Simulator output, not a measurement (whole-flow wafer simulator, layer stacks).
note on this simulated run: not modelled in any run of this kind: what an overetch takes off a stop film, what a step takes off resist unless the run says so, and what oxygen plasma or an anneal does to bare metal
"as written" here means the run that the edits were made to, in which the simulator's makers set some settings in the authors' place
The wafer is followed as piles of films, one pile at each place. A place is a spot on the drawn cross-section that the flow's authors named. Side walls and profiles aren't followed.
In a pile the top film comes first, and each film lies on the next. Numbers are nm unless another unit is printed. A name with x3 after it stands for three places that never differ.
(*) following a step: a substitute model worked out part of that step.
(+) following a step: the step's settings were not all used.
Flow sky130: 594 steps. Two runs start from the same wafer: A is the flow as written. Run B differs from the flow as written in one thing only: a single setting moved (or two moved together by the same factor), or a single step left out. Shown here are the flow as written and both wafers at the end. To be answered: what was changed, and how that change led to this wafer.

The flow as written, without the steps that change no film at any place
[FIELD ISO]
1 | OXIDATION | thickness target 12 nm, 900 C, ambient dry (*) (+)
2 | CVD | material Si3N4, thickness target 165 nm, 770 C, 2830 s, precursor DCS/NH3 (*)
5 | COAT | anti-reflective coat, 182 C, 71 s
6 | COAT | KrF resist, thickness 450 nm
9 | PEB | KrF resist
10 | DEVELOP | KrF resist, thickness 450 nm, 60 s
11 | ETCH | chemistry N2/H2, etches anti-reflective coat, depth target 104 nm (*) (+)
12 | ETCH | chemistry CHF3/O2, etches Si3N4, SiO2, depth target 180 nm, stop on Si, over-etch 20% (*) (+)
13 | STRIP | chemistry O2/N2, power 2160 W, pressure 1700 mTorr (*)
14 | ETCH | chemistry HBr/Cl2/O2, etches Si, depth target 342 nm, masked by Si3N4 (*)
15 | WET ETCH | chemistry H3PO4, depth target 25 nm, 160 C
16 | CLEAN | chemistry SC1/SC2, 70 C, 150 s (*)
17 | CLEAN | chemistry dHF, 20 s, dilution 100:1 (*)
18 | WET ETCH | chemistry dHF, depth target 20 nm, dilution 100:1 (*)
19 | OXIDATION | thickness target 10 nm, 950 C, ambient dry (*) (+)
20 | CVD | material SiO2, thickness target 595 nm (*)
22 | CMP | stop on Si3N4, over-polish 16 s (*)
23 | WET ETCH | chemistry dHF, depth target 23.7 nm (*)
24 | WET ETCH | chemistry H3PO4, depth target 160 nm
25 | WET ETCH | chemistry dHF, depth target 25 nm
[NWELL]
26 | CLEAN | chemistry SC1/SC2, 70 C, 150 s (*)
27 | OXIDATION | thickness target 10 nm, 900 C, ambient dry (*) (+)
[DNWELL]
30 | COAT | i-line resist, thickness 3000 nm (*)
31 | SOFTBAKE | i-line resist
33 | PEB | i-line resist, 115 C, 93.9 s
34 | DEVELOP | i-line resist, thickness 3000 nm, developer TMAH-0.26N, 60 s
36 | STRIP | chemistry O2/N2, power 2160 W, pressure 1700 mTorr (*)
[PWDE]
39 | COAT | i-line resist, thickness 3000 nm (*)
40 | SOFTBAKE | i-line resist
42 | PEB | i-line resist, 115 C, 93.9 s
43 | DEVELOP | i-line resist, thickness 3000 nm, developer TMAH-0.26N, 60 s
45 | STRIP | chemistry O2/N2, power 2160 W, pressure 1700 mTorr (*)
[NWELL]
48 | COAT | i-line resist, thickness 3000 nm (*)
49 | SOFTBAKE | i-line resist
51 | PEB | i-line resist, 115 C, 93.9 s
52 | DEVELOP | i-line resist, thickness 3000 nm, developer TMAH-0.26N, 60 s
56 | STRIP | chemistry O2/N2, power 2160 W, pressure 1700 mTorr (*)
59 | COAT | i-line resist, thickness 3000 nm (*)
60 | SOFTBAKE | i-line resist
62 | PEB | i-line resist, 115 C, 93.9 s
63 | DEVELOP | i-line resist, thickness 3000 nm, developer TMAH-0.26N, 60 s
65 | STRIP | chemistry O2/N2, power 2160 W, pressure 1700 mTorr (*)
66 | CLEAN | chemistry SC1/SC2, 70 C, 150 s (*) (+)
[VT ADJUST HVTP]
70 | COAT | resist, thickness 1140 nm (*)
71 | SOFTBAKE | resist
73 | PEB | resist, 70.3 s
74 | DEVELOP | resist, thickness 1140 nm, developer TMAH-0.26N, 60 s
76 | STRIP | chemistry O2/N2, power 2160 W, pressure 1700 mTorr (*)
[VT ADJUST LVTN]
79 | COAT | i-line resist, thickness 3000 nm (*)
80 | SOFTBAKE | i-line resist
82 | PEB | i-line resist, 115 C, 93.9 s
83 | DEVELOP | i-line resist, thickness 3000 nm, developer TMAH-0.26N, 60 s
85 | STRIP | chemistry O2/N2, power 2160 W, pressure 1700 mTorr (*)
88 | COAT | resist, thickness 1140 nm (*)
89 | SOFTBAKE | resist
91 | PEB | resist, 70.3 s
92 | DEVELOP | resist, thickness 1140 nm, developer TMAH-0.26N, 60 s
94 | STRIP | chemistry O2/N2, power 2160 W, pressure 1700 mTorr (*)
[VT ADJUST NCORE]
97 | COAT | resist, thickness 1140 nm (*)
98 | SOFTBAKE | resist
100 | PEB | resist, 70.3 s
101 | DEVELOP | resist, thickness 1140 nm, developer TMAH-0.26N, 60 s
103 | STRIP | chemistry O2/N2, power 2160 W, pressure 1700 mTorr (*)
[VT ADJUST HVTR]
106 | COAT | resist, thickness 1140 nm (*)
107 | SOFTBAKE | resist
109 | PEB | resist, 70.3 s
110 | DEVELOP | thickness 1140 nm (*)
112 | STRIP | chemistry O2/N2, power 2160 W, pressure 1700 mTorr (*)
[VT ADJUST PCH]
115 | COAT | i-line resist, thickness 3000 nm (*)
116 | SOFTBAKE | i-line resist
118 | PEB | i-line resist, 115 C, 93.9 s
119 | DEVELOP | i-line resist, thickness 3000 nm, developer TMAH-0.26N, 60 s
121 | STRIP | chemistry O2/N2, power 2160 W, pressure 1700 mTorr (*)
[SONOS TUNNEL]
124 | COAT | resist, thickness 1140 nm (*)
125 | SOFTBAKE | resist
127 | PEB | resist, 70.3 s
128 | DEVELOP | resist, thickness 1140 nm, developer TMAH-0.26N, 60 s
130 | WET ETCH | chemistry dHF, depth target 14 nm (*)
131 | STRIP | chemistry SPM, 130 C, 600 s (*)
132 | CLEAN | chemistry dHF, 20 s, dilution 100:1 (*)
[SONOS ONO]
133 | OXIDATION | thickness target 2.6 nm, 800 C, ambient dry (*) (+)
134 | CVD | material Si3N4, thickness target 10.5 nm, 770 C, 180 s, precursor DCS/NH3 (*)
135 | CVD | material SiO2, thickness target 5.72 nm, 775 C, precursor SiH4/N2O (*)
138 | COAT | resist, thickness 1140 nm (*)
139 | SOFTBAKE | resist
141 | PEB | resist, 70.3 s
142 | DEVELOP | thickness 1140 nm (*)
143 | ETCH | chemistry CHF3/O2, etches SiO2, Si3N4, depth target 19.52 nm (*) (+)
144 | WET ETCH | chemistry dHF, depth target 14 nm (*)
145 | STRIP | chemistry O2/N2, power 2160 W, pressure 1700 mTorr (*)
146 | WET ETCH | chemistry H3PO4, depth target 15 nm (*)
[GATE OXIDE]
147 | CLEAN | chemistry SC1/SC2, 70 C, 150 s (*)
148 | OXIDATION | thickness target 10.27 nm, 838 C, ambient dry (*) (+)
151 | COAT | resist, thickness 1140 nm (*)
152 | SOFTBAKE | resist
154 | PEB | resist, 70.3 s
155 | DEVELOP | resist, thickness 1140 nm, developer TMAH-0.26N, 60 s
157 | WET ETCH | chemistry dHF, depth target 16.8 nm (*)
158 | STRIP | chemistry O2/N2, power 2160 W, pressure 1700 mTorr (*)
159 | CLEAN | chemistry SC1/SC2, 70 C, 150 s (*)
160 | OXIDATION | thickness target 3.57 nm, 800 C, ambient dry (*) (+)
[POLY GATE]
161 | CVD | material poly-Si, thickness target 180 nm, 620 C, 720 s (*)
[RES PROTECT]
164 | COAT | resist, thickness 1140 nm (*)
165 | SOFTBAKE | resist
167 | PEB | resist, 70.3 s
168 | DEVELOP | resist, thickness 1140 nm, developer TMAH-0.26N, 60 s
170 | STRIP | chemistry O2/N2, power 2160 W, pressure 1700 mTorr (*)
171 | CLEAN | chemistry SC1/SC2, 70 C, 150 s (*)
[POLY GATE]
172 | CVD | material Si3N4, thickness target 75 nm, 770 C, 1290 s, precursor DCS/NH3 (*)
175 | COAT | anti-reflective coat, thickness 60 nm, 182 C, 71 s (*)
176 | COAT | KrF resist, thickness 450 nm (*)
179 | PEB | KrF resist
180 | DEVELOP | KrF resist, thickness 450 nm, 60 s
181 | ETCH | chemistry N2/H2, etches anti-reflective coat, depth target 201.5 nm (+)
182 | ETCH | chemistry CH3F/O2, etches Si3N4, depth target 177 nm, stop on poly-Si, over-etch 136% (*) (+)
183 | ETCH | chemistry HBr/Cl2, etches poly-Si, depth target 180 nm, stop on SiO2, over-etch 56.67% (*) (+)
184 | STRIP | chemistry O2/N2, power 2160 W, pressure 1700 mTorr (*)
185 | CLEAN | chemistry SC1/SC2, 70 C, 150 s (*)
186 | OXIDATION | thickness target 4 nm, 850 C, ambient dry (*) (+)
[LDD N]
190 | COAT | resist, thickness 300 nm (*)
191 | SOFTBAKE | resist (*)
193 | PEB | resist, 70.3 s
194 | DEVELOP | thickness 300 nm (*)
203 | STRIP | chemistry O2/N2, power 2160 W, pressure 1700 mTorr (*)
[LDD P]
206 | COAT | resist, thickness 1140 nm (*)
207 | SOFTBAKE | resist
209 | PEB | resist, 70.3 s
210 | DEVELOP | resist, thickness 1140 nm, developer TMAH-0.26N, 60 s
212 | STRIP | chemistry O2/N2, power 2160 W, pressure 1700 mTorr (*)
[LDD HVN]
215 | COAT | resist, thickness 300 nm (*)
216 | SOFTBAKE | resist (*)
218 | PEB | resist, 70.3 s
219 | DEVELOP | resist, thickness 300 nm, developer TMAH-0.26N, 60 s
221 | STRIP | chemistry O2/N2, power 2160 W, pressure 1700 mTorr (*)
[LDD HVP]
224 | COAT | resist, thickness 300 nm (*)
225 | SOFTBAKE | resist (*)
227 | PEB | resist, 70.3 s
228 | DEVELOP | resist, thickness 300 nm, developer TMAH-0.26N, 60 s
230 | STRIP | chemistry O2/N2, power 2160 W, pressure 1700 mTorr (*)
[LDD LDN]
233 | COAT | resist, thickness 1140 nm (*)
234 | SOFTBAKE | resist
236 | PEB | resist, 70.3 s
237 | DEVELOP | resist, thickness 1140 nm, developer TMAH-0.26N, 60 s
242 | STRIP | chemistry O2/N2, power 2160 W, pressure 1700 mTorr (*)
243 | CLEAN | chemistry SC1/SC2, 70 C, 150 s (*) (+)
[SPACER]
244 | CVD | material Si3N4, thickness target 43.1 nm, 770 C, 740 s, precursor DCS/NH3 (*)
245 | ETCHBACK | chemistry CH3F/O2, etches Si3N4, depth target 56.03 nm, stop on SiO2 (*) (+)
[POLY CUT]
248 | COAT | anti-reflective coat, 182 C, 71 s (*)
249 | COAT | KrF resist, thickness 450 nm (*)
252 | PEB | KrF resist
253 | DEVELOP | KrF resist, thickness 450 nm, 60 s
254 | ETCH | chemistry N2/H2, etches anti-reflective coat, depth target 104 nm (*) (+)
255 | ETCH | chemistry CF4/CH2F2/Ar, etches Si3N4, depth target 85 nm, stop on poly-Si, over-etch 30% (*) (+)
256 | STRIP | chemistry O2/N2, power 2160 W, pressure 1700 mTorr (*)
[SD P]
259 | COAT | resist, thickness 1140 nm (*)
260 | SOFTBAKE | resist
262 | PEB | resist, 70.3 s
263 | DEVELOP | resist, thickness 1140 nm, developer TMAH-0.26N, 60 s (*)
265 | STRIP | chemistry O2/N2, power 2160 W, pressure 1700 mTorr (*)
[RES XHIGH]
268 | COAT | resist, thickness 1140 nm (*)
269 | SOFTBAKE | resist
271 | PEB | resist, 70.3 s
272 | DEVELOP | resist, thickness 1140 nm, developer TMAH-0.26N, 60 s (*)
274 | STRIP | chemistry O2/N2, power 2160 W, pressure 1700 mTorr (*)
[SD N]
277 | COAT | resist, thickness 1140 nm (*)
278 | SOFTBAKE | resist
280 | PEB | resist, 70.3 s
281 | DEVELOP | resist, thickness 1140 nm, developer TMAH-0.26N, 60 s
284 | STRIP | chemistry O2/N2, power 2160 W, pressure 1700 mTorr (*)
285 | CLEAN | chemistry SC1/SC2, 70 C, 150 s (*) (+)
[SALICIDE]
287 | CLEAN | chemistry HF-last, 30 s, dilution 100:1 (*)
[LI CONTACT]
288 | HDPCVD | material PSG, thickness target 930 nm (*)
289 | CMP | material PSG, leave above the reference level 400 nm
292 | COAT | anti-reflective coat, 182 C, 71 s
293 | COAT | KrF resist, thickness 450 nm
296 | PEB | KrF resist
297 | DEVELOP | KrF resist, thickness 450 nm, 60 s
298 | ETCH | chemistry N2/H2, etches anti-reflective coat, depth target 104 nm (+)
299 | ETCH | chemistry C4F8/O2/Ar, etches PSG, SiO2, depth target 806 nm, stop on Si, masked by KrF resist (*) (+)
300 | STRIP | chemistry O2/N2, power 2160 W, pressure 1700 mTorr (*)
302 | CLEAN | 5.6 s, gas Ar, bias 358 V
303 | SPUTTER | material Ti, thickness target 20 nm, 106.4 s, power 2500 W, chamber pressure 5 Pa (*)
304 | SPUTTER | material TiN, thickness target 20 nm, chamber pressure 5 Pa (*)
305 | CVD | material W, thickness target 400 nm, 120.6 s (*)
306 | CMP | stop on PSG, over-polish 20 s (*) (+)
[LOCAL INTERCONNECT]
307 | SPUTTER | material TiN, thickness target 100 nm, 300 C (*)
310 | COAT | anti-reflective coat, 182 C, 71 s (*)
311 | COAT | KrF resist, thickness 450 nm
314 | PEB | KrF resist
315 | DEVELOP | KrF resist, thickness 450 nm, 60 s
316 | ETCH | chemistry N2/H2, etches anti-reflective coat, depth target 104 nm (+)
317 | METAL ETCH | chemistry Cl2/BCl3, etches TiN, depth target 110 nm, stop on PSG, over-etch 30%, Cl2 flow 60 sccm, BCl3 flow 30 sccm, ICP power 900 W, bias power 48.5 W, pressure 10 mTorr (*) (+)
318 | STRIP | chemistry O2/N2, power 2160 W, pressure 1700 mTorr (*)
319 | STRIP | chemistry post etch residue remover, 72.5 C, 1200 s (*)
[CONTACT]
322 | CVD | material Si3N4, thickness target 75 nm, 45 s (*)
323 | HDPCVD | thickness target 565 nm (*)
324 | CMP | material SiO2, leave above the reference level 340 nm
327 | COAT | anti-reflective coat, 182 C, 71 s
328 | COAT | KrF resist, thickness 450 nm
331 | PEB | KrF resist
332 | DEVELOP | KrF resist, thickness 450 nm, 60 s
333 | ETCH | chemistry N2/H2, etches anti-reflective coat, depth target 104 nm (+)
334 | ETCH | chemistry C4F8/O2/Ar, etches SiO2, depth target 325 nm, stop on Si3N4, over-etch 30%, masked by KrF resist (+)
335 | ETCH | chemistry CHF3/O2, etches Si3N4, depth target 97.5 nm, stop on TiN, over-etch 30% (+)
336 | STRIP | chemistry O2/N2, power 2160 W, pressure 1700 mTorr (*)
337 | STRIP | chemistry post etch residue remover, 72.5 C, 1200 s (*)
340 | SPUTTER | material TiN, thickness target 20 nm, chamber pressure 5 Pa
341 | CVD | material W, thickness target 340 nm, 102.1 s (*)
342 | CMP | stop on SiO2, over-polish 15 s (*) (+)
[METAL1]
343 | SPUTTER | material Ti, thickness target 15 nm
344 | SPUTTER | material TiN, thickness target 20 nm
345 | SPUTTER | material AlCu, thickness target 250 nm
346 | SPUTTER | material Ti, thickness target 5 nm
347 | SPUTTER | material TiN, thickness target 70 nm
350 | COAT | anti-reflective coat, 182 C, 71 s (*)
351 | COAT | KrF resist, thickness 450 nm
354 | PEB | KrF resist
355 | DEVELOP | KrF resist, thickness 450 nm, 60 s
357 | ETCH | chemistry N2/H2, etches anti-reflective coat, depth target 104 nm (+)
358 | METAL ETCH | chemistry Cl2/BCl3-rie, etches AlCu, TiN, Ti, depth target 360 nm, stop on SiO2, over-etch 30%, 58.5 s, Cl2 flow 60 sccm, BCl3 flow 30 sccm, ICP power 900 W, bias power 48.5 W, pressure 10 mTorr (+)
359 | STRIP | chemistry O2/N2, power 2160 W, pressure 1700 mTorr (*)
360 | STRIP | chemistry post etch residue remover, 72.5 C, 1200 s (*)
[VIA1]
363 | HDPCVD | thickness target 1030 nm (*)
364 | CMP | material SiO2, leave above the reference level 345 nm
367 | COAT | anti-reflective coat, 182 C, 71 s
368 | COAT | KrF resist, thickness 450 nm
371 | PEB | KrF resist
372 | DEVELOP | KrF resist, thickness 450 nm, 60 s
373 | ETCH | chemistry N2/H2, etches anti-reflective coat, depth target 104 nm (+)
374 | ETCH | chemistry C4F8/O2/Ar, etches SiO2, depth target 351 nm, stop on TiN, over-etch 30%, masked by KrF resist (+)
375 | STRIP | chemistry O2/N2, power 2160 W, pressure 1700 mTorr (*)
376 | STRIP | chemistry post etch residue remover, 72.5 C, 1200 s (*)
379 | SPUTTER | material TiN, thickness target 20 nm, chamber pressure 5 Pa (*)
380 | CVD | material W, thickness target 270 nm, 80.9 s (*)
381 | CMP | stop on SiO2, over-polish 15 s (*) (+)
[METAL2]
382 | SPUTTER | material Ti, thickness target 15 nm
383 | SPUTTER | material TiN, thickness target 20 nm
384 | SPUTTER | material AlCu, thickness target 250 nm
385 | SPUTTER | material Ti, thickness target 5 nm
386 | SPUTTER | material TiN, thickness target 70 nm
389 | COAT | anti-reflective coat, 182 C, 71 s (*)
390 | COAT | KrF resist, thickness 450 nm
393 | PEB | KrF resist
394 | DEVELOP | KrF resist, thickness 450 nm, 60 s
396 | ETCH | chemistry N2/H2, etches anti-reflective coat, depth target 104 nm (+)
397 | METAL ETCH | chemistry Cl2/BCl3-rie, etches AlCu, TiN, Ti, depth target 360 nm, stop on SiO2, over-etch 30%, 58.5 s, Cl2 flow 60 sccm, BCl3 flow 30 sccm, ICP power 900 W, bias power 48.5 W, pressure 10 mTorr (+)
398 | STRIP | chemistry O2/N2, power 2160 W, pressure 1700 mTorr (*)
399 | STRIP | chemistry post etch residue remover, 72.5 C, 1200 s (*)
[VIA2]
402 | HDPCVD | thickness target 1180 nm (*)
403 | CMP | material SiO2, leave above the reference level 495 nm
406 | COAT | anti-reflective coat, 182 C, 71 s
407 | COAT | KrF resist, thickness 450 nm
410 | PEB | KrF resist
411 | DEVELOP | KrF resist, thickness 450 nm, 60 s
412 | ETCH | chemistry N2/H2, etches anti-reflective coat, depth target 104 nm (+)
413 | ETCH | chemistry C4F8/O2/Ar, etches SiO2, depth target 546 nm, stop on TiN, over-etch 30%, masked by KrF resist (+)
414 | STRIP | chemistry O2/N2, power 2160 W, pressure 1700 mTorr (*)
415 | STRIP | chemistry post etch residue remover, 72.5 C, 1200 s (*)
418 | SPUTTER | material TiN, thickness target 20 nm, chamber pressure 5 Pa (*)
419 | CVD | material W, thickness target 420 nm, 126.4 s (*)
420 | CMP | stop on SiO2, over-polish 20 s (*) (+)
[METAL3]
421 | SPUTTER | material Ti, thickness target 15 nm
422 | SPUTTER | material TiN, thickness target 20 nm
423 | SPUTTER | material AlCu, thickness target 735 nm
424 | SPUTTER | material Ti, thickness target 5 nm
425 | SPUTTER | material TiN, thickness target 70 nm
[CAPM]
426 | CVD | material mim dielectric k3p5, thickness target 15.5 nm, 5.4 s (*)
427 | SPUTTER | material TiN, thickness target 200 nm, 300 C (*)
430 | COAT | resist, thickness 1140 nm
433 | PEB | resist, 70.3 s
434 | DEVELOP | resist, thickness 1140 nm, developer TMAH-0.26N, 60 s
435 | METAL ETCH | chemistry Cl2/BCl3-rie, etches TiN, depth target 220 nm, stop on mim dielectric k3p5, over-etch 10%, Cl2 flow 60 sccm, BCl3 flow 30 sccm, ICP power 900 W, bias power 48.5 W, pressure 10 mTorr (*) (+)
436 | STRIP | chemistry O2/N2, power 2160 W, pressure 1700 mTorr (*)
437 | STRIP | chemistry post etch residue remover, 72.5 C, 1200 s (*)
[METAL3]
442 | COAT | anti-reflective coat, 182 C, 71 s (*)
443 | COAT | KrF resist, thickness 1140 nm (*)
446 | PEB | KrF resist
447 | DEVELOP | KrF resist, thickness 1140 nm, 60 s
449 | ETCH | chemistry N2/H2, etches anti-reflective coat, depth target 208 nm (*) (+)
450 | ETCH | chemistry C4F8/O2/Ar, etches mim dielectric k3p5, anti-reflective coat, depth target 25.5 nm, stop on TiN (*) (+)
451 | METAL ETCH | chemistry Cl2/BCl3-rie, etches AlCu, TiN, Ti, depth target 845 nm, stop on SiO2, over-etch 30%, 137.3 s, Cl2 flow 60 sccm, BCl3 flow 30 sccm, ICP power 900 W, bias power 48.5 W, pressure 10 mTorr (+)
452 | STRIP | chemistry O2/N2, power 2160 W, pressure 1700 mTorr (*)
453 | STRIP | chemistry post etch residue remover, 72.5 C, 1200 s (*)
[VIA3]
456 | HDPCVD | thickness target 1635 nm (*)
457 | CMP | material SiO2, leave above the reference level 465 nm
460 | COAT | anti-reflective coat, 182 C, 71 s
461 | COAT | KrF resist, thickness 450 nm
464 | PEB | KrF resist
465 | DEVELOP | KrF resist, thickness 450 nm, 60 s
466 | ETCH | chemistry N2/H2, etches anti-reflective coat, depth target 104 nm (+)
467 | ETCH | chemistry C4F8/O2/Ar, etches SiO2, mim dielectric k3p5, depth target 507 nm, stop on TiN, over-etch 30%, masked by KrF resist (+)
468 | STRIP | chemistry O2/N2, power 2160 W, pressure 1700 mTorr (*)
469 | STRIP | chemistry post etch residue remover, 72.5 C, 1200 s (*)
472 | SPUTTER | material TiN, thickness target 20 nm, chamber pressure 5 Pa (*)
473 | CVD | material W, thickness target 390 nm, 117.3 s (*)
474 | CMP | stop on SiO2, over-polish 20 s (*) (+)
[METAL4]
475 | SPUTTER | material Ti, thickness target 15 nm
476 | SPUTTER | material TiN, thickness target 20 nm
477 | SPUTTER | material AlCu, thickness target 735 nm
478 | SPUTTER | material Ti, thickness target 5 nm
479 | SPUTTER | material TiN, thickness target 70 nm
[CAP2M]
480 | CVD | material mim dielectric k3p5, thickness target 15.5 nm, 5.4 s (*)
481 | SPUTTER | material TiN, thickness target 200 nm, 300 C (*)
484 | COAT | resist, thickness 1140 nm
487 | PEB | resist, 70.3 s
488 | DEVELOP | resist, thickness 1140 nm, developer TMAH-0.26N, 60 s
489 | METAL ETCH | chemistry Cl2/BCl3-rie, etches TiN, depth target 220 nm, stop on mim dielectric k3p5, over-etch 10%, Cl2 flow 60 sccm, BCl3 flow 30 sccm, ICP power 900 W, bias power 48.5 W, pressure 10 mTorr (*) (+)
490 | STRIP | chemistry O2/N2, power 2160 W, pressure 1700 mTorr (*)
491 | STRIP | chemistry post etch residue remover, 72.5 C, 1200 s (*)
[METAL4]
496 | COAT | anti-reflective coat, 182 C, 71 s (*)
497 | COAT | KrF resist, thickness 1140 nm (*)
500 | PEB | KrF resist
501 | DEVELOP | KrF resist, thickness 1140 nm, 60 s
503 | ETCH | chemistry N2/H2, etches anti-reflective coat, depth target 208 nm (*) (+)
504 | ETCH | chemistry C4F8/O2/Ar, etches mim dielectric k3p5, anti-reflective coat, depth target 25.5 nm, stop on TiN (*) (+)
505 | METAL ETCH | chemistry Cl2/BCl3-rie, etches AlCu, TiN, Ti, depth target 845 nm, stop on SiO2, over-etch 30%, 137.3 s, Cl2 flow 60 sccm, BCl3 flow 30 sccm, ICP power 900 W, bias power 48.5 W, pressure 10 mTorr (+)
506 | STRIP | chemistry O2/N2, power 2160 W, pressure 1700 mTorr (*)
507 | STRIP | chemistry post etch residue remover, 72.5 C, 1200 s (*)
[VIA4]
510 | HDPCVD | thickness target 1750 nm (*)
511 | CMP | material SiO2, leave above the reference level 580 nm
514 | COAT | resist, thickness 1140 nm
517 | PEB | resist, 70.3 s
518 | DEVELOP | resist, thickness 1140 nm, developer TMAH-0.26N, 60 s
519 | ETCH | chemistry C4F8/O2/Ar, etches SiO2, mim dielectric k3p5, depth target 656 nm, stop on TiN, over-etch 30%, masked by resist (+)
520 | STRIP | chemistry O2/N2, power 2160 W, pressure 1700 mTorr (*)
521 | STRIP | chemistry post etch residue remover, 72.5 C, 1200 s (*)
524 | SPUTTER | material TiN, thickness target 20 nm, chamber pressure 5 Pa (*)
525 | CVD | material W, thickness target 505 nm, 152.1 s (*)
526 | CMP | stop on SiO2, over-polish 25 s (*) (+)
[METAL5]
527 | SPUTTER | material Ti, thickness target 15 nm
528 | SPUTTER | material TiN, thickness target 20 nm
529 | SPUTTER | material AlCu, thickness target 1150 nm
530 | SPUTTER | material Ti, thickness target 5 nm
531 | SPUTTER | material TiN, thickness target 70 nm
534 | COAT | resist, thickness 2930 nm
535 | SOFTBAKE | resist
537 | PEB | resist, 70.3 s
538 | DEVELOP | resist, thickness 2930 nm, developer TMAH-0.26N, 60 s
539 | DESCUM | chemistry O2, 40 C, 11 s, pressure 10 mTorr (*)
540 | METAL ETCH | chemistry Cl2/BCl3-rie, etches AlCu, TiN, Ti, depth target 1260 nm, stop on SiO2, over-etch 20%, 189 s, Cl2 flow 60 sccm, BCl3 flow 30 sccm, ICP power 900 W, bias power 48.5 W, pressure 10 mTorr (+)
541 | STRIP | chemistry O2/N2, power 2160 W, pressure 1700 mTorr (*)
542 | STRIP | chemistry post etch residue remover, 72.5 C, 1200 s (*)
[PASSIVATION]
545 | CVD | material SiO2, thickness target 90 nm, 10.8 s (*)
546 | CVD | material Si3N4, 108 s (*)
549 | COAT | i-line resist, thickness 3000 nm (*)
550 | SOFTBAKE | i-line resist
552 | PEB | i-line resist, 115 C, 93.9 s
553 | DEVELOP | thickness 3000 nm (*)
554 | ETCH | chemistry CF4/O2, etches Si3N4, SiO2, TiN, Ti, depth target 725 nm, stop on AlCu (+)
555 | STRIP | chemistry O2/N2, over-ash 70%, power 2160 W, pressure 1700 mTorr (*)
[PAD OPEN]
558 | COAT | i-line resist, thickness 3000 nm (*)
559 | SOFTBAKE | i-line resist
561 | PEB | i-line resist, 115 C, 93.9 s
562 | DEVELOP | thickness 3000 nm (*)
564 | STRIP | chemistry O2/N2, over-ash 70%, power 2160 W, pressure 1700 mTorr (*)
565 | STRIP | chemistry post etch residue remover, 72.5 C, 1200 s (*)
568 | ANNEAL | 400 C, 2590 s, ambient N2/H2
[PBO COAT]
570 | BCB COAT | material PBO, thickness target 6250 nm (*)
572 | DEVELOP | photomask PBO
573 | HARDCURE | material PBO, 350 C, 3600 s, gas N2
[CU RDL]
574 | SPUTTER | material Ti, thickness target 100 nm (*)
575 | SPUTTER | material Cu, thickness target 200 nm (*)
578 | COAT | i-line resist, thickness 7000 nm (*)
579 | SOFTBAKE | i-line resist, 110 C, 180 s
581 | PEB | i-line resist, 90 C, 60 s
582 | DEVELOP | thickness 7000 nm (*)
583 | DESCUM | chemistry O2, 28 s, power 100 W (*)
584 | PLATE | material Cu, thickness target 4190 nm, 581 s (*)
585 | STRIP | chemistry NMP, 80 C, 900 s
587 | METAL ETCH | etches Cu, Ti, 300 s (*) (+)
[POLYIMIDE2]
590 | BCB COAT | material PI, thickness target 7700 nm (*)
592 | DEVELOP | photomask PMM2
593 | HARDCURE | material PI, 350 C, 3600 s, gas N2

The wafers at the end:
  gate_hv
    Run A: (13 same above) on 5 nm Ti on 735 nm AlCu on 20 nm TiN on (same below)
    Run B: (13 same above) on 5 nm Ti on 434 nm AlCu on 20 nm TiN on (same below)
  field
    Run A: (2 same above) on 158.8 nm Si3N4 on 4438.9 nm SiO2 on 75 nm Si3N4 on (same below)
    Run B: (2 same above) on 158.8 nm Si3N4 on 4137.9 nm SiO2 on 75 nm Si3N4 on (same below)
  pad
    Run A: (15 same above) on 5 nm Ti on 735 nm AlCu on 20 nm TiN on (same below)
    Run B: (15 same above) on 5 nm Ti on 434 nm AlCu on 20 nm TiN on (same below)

The reason: step 423, SPUTTER: thickness target 434 nm was run, though the flow has thickness target 735 nm.
One can read it off the wafer: gate_hv has AlCu 434, and step 423 as written asks for 735 nm.

How this came from the change, step by step:
  423 | SPUTTER | material AlCu, thickness target 735 nm
      field, active, n_well and 188 more: A AlCu gains 735 (new film) | B AlCu gains 434 (new film)
  451 | METAL ETCH | chemistry Cl2/BCl3-rie, etches AlCu, TiN, Ti, depth target 845 nm, stop on SiO2, over-etch 30%, 137.3 s, Cl2 flow 60 sccm, BCl3 flow 30 sccm, ICP power 900 W, bias power 48.5 W, pressure 10 mTorr (+)
      field, gate, spacer and 66 more: A TiN loses 70 (all of it), Ti loses 5 (all of it), AlCu loses 735 (all of it), TiN loses 20 (all of it), Ti loses 15 (all of it), SiO2 loses 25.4 | B TiN loses 70 (all of it), Ti loses 5 (all of it), AlCu loses 434 (all of it), TiN loses 20 (all of it), Ti loses 15 (all of it), SiO2 loses 55.5
      vpp_ln, vpp_iso2, ndiff_ln and 8 more: A TiN loses 70 (all of it), Ti loses 5 (all of it), AlCu loses 735 (all of it), TiN loses 20 (all of it), Ti loses 15 (all of it), SiO2 loses 25.3 | B TiN loses 70 (all of it), Ti loses 5 (all of it), AlCu loses 434 (all of it), TiN loses 20 (all of it), Ti loses 15 (all of it), SiO2 loses 55.4
      (also at 5 further places)
  457 | CMP | material SiO2, leave above the reference level 465 nm
      field, gate, spacer and 61 more: A SiO2 loses 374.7 | B SiO2 loses 645.6
      active, vpp_ln, vpp_iso1 and 18 more: A SiO2 loses 374.7 | B SiO2 loses 645.5
